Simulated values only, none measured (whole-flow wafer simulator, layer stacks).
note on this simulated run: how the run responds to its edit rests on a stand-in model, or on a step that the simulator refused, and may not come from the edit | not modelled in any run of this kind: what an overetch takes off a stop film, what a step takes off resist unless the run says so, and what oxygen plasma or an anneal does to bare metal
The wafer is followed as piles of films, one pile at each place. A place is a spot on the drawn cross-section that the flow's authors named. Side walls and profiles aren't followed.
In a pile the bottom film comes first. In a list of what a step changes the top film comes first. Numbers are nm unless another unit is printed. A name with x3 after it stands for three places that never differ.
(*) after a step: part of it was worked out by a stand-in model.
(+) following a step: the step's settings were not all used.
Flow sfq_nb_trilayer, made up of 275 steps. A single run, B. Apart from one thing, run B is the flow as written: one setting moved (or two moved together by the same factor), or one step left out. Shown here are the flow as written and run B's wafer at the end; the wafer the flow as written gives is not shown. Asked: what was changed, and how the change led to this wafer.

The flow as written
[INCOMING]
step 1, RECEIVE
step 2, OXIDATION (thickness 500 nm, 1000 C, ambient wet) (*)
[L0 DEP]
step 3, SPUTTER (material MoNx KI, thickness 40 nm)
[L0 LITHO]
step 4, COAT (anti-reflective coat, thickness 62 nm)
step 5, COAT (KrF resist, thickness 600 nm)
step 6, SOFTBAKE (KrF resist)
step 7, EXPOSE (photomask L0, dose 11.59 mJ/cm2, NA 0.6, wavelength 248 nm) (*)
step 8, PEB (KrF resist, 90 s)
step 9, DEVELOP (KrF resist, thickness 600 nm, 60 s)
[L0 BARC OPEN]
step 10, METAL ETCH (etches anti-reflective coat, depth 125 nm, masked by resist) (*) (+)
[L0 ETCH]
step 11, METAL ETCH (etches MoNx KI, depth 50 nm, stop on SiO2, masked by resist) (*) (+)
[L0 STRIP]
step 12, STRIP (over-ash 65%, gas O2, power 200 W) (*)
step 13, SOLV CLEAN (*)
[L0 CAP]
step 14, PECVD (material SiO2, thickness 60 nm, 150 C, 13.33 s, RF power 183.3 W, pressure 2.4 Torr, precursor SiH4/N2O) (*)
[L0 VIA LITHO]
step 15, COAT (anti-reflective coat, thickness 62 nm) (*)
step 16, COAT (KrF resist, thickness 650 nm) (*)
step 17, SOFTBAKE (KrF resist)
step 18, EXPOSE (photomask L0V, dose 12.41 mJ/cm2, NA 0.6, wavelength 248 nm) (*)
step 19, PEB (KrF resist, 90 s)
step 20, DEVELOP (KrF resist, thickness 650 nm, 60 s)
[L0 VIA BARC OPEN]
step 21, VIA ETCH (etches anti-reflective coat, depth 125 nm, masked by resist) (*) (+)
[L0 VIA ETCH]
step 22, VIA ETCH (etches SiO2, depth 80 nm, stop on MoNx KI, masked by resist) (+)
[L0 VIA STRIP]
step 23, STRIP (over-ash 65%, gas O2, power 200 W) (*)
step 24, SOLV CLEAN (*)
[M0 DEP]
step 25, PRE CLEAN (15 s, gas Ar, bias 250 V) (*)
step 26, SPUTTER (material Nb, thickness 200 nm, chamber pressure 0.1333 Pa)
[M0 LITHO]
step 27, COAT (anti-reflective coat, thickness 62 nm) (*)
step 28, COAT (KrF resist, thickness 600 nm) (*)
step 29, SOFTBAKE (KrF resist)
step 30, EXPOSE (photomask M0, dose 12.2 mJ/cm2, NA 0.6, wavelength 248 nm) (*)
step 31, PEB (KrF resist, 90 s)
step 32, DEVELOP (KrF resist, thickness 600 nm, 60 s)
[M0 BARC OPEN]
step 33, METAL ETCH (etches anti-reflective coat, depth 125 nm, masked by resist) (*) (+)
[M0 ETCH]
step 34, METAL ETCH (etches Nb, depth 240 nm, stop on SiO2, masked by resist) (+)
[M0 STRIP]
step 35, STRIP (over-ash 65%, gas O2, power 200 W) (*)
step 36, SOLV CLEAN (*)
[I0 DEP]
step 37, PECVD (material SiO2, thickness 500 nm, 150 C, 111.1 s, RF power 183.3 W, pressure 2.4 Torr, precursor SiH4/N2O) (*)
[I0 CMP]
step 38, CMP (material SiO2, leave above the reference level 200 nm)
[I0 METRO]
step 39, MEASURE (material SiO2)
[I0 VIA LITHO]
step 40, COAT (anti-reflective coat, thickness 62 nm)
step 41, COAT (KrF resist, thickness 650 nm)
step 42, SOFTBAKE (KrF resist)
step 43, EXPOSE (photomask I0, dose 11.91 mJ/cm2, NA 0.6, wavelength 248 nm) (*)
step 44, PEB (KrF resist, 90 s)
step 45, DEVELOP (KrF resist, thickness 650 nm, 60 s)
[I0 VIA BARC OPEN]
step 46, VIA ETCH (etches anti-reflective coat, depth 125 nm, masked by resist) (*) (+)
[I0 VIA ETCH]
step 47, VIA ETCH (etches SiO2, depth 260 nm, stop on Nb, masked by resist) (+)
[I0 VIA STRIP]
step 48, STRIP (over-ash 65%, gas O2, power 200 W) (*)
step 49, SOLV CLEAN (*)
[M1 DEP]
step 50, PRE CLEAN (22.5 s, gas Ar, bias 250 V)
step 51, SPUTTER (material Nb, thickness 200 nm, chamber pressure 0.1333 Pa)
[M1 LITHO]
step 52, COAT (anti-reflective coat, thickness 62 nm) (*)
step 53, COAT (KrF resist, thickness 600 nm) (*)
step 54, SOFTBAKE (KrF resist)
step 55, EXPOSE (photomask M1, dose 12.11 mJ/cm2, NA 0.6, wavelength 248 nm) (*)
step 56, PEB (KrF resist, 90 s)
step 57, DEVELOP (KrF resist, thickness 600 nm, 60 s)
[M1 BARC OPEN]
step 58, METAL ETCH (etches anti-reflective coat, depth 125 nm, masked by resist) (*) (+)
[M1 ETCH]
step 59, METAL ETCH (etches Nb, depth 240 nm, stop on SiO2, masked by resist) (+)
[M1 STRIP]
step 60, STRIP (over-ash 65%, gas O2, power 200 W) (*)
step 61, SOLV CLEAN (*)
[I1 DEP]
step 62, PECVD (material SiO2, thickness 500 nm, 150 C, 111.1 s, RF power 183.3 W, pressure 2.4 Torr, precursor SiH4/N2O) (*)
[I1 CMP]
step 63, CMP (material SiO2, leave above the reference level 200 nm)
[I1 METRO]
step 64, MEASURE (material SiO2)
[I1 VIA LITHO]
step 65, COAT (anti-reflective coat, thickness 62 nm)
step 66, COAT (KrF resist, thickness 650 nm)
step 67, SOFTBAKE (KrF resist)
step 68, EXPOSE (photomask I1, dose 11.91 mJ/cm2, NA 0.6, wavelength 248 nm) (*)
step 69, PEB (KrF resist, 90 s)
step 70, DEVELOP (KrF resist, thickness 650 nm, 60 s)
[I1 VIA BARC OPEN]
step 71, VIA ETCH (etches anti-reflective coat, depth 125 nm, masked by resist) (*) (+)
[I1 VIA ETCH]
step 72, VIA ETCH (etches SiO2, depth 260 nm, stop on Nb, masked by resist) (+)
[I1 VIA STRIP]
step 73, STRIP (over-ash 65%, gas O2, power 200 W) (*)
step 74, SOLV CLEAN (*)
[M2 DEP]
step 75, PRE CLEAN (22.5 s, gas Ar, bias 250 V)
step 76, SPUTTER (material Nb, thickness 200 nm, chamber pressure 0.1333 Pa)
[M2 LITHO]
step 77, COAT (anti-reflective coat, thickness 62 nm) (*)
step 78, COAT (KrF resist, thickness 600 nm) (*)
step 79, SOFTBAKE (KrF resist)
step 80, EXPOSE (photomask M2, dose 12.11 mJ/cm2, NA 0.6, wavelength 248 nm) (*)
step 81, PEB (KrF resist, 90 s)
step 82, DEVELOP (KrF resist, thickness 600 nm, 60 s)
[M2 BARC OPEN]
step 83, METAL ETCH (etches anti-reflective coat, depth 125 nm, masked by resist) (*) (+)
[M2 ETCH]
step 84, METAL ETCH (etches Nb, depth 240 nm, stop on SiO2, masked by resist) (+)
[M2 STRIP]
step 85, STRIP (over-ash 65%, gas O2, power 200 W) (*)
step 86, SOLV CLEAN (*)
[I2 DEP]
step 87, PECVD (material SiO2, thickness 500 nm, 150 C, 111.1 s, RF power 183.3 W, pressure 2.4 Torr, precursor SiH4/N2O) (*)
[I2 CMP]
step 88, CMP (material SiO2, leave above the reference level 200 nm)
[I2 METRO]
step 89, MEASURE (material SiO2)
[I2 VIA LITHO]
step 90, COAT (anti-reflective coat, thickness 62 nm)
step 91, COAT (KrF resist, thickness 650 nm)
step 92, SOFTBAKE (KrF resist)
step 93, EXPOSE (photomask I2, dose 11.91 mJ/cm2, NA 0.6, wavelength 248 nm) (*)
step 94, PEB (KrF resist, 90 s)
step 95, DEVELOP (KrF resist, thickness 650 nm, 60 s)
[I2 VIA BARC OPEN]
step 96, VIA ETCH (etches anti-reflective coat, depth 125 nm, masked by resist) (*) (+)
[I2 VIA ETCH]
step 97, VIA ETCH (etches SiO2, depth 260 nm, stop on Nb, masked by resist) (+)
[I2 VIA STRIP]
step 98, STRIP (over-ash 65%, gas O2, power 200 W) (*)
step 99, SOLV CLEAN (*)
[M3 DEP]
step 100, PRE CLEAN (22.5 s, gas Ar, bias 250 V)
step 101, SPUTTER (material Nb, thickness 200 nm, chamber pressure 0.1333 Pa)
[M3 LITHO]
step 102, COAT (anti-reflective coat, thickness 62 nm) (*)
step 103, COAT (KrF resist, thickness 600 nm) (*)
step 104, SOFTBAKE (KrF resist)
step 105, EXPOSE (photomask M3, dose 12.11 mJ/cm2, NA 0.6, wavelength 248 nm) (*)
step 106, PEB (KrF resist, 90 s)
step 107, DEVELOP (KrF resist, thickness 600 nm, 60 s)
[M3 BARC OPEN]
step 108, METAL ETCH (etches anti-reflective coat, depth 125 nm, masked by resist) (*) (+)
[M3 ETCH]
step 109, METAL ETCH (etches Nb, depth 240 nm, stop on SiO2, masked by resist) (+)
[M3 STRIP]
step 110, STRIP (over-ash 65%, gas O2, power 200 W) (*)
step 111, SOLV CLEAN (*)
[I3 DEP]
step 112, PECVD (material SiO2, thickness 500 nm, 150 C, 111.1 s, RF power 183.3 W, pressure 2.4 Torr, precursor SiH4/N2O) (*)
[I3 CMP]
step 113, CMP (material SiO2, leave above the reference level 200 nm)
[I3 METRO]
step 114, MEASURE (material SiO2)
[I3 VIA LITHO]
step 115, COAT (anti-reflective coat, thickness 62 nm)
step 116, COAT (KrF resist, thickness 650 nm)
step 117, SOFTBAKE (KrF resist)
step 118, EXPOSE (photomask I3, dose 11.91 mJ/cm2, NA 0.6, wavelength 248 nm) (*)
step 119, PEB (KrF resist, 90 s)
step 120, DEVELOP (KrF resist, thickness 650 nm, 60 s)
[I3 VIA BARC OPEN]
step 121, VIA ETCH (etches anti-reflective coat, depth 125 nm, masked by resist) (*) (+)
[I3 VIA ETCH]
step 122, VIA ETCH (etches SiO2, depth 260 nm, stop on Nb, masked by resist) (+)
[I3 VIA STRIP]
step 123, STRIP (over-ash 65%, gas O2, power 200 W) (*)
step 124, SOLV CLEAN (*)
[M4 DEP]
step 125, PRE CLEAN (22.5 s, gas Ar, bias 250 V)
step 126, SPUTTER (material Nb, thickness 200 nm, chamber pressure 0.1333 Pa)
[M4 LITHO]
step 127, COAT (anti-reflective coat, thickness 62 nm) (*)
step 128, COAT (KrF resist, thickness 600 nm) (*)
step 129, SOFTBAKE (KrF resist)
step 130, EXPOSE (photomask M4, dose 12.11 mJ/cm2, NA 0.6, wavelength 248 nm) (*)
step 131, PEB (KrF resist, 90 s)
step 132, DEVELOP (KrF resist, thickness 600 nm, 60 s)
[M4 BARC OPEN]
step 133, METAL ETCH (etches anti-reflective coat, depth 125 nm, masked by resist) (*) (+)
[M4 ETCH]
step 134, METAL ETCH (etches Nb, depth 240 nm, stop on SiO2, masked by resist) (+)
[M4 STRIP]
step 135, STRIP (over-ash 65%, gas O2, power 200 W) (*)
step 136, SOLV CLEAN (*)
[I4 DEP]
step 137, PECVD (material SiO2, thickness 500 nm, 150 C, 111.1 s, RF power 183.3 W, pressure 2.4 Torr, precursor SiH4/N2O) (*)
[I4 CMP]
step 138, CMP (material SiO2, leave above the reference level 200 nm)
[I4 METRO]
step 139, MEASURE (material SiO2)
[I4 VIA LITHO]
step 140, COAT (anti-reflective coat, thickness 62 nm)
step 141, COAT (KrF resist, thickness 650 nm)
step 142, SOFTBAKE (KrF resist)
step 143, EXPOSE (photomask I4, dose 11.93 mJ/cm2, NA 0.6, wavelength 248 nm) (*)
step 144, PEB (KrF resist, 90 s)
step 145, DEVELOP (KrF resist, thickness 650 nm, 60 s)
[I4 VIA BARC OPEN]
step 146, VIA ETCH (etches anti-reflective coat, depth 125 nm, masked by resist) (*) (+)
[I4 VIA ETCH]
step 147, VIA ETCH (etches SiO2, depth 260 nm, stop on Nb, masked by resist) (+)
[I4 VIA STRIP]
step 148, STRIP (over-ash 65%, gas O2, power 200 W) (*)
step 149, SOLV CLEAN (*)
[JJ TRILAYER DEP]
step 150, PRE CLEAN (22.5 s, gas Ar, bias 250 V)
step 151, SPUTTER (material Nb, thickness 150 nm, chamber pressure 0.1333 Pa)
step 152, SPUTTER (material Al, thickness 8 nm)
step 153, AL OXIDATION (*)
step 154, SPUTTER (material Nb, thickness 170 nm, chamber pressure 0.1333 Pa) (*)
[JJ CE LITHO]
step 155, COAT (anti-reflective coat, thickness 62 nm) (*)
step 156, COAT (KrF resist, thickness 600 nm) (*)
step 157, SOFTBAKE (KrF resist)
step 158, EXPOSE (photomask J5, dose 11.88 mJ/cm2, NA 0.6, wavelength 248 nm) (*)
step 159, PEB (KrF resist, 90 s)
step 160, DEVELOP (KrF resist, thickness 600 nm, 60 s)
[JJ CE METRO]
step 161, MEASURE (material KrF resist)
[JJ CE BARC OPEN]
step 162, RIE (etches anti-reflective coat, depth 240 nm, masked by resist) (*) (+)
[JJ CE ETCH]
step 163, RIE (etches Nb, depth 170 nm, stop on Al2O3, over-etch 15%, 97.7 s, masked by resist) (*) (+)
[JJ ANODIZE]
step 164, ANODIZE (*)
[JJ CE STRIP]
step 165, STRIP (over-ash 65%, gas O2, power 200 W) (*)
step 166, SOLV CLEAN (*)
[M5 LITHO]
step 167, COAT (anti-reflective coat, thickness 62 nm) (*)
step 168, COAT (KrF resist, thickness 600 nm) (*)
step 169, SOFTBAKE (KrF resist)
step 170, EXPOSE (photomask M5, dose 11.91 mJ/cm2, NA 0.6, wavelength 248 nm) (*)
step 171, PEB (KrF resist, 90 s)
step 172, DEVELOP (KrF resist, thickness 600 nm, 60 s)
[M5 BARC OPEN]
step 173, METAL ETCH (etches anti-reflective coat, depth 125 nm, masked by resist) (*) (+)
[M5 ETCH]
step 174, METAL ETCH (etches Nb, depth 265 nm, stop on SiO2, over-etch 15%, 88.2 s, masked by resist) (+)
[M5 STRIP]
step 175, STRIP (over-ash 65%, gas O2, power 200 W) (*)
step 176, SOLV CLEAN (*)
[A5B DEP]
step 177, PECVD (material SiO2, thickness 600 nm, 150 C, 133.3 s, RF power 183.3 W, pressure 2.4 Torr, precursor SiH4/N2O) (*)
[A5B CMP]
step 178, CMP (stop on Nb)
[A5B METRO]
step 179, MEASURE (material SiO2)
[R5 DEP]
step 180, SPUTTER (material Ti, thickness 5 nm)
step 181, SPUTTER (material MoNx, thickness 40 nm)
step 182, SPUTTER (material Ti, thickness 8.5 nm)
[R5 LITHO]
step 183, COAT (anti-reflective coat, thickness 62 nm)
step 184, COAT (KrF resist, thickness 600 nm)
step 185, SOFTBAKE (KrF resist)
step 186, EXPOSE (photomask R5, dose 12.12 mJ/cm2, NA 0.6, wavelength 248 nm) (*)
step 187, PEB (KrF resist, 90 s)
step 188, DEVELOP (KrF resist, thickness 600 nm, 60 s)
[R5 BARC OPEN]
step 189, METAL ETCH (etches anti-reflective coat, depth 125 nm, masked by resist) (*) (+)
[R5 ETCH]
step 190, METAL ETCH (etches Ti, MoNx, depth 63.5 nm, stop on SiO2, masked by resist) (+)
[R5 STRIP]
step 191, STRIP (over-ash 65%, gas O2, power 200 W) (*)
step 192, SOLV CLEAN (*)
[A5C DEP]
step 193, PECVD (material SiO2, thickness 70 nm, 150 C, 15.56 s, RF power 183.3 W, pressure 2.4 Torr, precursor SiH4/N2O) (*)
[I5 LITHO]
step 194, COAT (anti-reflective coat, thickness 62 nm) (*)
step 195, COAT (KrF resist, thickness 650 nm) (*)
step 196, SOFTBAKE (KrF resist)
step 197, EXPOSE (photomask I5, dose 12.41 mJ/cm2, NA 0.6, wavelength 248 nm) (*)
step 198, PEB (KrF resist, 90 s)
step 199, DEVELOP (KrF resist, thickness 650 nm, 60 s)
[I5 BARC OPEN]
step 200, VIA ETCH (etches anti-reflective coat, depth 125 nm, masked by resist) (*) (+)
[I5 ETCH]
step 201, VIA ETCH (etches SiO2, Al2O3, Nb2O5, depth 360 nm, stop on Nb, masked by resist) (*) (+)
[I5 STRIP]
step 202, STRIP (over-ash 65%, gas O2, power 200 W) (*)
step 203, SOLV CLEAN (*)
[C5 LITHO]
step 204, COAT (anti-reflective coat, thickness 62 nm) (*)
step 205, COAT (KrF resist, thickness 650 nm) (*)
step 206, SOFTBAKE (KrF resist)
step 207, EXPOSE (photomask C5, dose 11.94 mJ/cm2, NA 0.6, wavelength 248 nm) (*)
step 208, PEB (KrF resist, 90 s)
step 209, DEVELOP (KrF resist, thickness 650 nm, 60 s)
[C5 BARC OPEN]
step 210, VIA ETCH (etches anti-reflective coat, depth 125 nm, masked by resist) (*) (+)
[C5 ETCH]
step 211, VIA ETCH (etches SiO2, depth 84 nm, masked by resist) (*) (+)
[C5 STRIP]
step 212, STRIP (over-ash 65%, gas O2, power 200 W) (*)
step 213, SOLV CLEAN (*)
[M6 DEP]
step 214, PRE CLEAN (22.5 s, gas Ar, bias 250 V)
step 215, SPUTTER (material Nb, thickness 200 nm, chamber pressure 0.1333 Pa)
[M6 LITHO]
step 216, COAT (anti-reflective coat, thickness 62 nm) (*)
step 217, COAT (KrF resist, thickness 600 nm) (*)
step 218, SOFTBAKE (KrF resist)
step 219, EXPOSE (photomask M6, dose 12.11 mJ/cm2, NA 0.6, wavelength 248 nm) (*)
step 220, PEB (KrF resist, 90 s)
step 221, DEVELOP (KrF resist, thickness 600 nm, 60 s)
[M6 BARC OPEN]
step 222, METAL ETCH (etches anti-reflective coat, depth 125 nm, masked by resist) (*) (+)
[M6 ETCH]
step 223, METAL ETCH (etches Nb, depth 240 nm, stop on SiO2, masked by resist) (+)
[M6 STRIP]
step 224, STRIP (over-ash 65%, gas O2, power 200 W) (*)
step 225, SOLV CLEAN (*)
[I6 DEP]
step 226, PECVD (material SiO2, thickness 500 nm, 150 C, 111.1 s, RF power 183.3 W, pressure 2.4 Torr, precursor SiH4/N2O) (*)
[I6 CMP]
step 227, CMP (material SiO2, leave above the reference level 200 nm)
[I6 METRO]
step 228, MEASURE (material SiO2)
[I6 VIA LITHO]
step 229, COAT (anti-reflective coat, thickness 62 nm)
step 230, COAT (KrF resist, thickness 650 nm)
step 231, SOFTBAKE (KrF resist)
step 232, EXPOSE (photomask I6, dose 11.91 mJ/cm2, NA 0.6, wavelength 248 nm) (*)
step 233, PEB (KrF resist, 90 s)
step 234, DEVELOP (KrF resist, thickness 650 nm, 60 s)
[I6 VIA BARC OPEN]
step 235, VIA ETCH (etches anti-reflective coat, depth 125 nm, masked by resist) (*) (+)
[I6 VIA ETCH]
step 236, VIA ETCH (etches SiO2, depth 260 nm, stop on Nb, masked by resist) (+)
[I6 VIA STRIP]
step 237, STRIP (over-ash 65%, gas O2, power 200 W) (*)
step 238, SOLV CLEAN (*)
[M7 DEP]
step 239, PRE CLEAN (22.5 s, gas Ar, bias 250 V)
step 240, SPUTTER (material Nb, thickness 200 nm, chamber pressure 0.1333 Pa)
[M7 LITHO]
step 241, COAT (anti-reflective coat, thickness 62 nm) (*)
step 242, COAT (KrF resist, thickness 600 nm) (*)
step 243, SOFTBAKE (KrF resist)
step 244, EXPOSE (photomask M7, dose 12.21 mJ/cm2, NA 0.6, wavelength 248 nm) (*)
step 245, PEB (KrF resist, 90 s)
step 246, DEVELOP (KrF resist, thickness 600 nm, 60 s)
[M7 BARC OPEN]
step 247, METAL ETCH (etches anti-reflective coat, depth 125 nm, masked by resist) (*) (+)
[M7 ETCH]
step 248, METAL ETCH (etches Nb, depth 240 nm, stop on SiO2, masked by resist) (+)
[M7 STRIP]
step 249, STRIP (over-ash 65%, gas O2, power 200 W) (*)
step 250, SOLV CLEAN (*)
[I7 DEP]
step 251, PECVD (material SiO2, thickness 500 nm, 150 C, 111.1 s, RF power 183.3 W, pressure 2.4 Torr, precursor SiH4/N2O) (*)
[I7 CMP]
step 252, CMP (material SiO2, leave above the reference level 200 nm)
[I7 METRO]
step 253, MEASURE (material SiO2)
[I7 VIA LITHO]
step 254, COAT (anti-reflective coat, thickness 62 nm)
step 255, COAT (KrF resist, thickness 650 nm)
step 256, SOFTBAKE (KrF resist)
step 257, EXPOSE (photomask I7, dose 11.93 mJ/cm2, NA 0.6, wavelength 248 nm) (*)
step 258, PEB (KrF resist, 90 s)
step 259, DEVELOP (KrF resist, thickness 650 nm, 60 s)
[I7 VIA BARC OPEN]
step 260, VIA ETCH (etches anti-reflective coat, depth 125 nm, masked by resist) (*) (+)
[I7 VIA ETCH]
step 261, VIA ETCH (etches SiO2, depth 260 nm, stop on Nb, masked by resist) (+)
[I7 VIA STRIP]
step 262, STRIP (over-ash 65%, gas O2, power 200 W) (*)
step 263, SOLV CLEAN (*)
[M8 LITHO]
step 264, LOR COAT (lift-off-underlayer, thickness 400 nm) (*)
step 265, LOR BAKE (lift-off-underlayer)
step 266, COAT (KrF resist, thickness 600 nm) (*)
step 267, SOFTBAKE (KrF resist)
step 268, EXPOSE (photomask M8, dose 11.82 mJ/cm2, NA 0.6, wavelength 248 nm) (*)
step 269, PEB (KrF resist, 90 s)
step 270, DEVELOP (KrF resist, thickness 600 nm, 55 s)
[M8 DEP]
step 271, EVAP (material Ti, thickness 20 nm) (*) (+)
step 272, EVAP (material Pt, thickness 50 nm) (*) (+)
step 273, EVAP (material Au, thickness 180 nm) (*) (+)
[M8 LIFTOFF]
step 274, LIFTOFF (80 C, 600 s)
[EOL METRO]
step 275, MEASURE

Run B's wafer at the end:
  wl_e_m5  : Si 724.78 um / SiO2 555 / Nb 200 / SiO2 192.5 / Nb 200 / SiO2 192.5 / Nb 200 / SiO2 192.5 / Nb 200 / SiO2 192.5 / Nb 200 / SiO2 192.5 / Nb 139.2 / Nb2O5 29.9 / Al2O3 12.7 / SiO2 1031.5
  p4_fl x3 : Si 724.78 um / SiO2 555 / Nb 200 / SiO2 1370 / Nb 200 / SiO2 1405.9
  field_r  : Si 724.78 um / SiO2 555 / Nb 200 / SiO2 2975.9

The reason: step 215, SPUTTER: thickness 230 nm was run, whereas the flow has thickness 200 nm.

How this came from the change, step by step:
  step 215, SPUTTER (material Nb, thickness 200 nm, chamber pressure 0.1333 Pa)
      field_l, v_sur, via_wl and 100 more: +230 Nb (new film) (in the flow as written it would be: +200 Nb (new film))
      be: +169.1 Nb (in the flow as written it would be: +147.3 Nb)
      (also at 2 further places)
  step 223, METAL ETCH (etches Nb, depth 240 nm, stop on SiO2, masked by resist) (+)
      field_l, gap, moat and 76 more: -230 Nb (all of it) (in the flow as written it would be: -200 Nb (all of it))
  step 226, PECVD (material SiO2, thickness 500 nm, 150 C, 111.1 s, RF power 183.3 W, pressure 2.4 Torr, precursor SiH4/N2O) (*)
      gap, wl_a_sl, m6r_space_l x2: +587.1 SiO2 (in the flow as written it would be: +557.1 SiO2)
  step 227, CMP (material SiO2, leave above the reference level 200 nm)
      field_l, p4_fl x3, p4_w1 x9 and 49 more: -70 SiO2 (in the flow as written it would be: -100 SiO2)
      moat, field_r, lsp_l, ln_m5, lsp_m: -62.6 SiO2 (in the flow as written it would be: -93.6 SiO2)
      (also at 8 further places)
